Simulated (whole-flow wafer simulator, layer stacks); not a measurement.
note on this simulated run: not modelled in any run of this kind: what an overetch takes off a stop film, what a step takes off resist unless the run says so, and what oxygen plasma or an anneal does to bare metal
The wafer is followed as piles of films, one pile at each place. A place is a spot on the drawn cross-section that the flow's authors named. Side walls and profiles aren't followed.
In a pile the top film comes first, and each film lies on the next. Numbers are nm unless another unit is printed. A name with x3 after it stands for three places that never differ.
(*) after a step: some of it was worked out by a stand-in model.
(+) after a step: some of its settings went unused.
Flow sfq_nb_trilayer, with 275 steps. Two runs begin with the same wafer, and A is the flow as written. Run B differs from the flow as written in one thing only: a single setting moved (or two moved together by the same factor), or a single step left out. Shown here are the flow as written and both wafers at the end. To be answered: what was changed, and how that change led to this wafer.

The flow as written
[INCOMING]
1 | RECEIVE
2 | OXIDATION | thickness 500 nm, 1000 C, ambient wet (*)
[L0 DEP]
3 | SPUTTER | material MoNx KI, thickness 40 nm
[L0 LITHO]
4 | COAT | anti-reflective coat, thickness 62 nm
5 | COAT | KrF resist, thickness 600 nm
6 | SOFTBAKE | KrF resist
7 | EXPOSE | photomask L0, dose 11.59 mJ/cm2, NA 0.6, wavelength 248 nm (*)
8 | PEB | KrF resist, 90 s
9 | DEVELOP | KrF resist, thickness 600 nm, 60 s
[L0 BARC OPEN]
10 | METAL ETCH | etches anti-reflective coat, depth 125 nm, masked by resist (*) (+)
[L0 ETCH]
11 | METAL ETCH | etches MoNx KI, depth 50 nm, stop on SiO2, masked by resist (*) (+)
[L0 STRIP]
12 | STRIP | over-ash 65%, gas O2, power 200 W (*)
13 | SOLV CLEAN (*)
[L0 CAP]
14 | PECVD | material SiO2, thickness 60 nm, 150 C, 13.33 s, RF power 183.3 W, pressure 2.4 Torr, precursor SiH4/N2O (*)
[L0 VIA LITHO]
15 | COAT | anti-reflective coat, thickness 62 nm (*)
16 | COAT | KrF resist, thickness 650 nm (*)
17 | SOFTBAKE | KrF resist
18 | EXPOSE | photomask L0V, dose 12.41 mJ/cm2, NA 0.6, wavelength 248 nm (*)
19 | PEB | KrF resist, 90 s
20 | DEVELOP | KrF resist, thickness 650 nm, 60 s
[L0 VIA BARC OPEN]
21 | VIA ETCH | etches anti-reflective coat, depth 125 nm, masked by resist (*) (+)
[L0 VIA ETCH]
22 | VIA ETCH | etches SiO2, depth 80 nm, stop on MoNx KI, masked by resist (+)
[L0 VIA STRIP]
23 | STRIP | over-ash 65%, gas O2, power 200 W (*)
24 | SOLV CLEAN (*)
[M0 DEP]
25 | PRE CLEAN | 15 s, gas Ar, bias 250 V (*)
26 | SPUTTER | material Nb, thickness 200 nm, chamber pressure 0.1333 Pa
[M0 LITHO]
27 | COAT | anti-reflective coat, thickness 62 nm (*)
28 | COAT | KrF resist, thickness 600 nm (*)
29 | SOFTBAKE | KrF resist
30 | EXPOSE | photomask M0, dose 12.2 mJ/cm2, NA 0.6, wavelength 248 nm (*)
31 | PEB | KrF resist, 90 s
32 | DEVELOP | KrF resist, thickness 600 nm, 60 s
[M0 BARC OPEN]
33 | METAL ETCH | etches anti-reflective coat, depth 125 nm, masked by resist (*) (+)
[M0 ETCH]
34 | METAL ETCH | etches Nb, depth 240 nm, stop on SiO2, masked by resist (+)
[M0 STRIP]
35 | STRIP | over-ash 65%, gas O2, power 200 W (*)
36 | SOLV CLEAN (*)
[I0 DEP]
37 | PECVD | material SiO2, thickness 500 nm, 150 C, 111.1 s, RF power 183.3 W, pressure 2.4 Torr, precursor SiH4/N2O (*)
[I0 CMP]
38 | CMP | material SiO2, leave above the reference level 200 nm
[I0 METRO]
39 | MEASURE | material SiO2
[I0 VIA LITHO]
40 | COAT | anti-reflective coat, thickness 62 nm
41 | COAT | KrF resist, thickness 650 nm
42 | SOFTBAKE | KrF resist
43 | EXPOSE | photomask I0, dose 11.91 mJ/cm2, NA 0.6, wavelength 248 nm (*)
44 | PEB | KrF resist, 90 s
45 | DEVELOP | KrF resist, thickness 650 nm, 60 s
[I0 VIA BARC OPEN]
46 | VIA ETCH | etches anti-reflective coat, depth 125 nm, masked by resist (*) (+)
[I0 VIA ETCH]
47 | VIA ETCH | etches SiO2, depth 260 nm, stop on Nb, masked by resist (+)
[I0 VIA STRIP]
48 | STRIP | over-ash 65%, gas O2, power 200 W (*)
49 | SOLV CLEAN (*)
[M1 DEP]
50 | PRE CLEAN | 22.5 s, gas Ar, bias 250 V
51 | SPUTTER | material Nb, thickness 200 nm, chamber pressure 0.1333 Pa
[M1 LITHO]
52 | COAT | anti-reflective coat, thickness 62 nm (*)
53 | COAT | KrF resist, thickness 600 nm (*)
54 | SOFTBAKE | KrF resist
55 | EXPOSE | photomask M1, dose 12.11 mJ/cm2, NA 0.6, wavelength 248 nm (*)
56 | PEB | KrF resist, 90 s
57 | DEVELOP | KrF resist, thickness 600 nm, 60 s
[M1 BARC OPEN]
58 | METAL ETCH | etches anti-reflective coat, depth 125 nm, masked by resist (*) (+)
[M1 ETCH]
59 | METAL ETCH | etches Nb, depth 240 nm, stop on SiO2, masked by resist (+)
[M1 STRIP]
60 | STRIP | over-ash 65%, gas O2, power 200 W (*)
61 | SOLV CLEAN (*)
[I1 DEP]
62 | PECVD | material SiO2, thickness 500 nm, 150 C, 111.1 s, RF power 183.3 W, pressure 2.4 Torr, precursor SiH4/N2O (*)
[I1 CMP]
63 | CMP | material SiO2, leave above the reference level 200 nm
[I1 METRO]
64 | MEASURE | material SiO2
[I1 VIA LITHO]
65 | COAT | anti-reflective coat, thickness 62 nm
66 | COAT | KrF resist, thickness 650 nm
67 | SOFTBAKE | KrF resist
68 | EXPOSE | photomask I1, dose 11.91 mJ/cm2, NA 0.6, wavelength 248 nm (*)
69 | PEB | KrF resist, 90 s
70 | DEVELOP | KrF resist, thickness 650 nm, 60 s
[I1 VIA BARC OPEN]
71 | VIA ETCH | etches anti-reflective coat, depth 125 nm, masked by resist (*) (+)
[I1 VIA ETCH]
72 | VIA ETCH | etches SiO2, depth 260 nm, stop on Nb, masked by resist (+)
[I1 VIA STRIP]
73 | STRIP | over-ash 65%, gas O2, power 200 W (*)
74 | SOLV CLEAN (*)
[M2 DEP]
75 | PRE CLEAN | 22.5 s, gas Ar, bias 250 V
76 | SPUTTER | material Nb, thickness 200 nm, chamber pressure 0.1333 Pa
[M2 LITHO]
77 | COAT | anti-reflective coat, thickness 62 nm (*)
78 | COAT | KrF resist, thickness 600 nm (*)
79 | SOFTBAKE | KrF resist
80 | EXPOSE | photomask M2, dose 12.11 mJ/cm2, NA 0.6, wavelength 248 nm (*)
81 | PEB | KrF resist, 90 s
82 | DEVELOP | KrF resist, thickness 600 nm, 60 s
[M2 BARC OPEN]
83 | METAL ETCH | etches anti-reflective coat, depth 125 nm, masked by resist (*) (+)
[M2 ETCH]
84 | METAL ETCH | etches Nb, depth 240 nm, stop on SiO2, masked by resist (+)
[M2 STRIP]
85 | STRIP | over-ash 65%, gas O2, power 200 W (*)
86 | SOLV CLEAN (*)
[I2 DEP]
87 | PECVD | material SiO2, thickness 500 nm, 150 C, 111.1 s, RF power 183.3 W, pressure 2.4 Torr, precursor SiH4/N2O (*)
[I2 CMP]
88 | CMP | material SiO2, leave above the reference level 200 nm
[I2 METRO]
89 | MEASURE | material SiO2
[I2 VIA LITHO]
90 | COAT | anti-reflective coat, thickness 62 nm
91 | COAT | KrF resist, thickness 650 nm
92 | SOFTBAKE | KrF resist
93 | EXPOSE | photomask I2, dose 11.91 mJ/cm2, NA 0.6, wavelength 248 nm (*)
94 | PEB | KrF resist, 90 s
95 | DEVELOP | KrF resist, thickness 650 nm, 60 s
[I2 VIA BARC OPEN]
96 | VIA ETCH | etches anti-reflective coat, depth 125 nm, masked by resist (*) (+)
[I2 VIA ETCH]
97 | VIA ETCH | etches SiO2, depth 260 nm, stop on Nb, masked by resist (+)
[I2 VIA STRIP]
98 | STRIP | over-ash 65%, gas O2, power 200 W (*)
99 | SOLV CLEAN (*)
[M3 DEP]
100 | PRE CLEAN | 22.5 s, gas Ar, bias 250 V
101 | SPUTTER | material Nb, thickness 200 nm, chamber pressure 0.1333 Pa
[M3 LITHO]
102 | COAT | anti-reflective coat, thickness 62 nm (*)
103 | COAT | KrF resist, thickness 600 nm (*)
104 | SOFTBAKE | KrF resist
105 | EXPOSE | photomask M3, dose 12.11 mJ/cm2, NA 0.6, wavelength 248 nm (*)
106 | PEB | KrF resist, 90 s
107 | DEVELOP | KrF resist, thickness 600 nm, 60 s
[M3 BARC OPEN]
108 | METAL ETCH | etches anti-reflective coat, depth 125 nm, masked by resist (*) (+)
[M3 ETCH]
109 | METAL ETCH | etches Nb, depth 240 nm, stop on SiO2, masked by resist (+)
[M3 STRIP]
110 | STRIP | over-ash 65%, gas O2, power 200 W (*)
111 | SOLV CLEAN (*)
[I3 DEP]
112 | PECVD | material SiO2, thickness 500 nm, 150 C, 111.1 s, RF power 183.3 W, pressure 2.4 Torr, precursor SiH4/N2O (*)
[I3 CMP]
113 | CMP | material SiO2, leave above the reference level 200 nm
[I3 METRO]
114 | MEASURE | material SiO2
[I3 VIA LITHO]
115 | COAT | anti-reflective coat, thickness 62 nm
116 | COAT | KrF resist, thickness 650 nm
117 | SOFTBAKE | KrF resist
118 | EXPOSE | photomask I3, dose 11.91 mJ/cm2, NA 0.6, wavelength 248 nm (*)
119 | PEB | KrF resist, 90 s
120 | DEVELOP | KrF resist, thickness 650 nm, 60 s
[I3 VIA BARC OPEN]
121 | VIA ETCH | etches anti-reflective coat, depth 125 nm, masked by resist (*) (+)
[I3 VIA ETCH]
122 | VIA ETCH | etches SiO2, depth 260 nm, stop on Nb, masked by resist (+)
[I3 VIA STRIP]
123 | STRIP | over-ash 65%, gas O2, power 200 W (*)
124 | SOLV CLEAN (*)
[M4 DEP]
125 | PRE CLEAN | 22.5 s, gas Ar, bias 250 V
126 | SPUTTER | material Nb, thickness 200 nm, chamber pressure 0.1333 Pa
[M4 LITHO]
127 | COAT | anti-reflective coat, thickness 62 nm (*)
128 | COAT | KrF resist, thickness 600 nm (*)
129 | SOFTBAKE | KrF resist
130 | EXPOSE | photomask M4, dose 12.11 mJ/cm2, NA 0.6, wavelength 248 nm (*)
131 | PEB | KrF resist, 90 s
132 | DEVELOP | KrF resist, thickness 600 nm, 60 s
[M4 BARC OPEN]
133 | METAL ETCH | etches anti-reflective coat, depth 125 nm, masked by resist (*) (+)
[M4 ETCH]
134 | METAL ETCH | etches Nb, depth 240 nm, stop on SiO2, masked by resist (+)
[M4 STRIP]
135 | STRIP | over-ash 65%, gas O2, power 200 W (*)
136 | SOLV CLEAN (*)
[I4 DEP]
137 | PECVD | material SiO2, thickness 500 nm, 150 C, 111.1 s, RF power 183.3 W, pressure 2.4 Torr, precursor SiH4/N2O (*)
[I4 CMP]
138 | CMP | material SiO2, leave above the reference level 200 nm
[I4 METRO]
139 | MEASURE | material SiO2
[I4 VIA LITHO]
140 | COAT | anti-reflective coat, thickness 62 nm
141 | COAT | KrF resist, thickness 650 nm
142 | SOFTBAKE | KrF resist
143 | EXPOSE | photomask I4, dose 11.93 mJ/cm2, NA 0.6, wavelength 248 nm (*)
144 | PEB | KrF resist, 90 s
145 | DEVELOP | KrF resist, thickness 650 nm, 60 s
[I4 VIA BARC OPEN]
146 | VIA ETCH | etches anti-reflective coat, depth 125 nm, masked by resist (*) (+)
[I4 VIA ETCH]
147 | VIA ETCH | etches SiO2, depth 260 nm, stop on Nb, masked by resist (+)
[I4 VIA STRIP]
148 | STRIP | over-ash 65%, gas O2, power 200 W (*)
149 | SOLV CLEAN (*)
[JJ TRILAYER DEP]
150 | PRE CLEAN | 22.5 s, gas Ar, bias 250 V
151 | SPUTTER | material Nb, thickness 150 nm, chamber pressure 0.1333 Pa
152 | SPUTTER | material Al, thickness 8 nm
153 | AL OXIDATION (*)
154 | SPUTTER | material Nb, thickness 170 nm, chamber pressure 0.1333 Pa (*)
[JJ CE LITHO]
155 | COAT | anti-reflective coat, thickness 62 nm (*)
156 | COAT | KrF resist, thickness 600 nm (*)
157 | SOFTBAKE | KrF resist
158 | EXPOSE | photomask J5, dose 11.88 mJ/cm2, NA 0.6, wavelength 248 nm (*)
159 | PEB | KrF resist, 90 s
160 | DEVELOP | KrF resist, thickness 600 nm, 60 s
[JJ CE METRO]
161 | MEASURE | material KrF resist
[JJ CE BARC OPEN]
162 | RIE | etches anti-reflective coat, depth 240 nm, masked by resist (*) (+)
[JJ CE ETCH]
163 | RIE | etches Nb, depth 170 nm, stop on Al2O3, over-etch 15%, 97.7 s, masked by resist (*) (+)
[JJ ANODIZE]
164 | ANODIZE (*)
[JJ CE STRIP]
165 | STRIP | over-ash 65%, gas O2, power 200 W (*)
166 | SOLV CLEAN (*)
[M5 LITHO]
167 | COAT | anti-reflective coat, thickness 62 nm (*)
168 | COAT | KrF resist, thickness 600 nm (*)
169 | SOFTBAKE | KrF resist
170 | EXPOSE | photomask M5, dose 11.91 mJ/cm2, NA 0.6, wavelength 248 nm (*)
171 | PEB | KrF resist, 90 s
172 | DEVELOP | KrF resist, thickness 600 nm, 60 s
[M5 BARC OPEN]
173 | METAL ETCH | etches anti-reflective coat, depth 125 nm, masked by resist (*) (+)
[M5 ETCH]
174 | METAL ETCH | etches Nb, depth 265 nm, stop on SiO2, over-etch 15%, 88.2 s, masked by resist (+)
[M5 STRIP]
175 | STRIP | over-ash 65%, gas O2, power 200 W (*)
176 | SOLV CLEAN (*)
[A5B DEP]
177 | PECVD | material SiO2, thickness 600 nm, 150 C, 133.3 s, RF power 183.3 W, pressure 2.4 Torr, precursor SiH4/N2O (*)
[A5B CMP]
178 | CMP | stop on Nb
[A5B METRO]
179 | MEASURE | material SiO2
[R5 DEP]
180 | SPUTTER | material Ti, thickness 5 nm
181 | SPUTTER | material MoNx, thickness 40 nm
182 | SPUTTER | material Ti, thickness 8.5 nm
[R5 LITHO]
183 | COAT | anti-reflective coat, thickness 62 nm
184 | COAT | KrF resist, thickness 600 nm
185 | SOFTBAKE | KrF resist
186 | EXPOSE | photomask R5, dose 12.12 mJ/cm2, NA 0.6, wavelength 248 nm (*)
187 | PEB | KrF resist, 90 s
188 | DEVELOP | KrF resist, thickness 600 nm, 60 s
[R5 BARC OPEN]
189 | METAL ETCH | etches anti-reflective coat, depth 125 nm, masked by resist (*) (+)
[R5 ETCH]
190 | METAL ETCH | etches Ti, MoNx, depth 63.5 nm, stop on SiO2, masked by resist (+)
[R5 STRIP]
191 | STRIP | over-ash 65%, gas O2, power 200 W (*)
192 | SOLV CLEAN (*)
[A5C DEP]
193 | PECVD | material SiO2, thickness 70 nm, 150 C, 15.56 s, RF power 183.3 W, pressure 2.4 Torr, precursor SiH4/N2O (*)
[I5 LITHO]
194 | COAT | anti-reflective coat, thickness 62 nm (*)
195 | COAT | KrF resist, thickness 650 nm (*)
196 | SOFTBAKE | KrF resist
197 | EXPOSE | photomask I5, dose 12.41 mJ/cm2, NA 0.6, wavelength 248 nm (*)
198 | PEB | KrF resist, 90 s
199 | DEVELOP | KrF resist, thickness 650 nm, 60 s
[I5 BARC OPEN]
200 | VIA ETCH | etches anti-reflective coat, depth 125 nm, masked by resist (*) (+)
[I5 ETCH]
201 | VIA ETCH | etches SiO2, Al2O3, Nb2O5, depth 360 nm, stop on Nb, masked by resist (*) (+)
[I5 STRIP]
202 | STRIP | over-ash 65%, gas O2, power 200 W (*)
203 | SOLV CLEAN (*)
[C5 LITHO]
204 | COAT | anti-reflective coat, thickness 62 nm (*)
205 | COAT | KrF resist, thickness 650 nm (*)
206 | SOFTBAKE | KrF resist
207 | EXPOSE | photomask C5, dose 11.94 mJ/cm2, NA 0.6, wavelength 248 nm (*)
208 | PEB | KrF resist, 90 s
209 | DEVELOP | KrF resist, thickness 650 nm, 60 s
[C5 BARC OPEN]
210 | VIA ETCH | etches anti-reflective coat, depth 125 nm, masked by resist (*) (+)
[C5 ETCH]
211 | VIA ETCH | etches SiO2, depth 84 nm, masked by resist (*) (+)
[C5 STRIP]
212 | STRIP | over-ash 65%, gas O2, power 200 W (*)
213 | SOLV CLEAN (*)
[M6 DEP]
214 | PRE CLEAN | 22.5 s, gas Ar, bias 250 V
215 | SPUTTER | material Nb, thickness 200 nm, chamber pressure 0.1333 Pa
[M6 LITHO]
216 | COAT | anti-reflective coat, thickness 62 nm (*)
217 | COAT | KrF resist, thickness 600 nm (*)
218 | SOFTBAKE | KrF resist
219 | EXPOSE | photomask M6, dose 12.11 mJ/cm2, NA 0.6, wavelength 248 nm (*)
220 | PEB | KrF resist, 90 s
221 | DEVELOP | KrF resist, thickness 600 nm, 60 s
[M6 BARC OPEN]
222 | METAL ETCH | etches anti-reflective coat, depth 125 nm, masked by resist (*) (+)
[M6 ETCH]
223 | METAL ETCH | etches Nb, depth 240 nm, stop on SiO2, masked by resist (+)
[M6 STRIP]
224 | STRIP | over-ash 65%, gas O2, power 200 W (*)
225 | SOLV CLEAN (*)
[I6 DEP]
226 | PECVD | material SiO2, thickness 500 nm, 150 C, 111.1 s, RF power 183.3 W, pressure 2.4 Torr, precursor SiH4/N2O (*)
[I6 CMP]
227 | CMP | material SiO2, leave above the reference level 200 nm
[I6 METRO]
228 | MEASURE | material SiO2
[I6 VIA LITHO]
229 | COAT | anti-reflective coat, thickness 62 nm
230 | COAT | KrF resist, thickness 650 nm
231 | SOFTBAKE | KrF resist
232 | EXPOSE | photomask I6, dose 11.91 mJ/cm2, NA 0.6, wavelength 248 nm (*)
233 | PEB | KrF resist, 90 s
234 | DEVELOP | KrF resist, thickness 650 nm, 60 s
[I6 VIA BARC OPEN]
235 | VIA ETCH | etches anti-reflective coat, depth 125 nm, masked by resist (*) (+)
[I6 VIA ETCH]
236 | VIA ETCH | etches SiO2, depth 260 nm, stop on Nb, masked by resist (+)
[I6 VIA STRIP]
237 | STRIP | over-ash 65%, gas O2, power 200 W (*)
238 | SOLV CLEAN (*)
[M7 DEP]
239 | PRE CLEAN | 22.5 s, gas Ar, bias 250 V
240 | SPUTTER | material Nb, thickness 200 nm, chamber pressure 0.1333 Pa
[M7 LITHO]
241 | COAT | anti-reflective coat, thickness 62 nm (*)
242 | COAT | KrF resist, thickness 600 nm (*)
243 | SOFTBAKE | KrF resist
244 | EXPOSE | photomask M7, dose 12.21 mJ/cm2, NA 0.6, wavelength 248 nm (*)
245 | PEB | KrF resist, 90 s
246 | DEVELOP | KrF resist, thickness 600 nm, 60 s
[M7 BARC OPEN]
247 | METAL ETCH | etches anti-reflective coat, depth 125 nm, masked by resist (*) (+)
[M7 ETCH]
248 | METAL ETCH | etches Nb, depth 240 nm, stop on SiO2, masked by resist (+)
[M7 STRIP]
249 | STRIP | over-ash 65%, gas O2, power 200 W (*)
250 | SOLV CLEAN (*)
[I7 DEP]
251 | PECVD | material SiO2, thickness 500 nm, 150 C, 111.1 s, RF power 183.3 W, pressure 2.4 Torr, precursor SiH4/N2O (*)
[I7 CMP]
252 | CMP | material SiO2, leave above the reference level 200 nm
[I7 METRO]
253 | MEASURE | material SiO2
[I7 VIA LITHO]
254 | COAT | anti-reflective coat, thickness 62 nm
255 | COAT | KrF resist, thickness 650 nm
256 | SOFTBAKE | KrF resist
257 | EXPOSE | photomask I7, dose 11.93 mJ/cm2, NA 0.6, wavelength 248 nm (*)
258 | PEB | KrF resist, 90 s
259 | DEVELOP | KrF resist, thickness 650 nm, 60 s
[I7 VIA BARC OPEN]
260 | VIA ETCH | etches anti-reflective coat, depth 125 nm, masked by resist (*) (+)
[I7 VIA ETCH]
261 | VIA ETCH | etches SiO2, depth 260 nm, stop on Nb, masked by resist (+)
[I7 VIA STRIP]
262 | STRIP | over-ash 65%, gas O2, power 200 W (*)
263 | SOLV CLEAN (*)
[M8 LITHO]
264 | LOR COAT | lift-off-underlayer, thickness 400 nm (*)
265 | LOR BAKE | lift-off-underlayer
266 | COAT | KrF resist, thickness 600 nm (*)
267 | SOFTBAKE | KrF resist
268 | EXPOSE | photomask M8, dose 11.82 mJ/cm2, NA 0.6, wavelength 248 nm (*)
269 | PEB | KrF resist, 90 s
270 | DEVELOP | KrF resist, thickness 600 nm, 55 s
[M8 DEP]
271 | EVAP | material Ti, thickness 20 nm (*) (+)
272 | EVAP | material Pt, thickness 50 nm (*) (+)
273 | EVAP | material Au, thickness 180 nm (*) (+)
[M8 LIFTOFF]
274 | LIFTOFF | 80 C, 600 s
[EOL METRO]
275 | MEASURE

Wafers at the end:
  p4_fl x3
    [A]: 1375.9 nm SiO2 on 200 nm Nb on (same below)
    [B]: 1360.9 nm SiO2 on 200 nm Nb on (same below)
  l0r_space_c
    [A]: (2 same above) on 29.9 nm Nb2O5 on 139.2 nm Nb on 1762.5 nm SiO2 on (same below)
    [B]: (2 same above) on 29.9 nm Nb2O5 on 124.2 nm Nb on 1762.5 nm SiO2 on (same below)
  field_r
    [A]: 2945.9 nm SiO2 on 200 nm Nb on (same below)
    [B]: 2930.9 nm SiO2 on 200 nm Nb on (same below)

Cause: step 151, SPUTTER: thickness 135 nm was run, though the flow has thickness 150 nm.

How this came from the change, step by step:
  151 | SPUTTER | material Nb, thickness 150 nm, chamber pressure 0.1333 Pa
      field_l, v_sur, via_sp and 100 more: A Nb gains 150 (new film) | B Nb gains 135 (new film)
      via_wl, via_w, via_wr: A Nb gains 130.4 | B Nb gains 117.2
  174 | METAL ETCH | etches Nb, depth 265 nm, stop on SiO2, over-etch 15%, 88.2 s, masked by resist (+)
      field_l, r_sur, res and 50 more: A Al2O3 loses 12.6 (all of it), Nb2O5 loses 29.9 (all of it), Nb loses 139.2 (all of it), SiO2 loses 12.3 | B Al2O3 loses 12.6 (all of it), Nb2O5 loses 29.9 (all of it), Nb loses 124.2 (all of it), SiO2 loses 13.8
  178 | CMP | stop on Nb
      field_l, p4_fl x3, p4_w1 x9 and 29 more: A SiO2 loses 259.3 | B SiO2 loses 272.8
      r_sur, res, r_end, moat, field_r, lsp_l: A SiO2 loses 252.3 | B SiO2 loses 266.3
      (and at 5 other places as well)
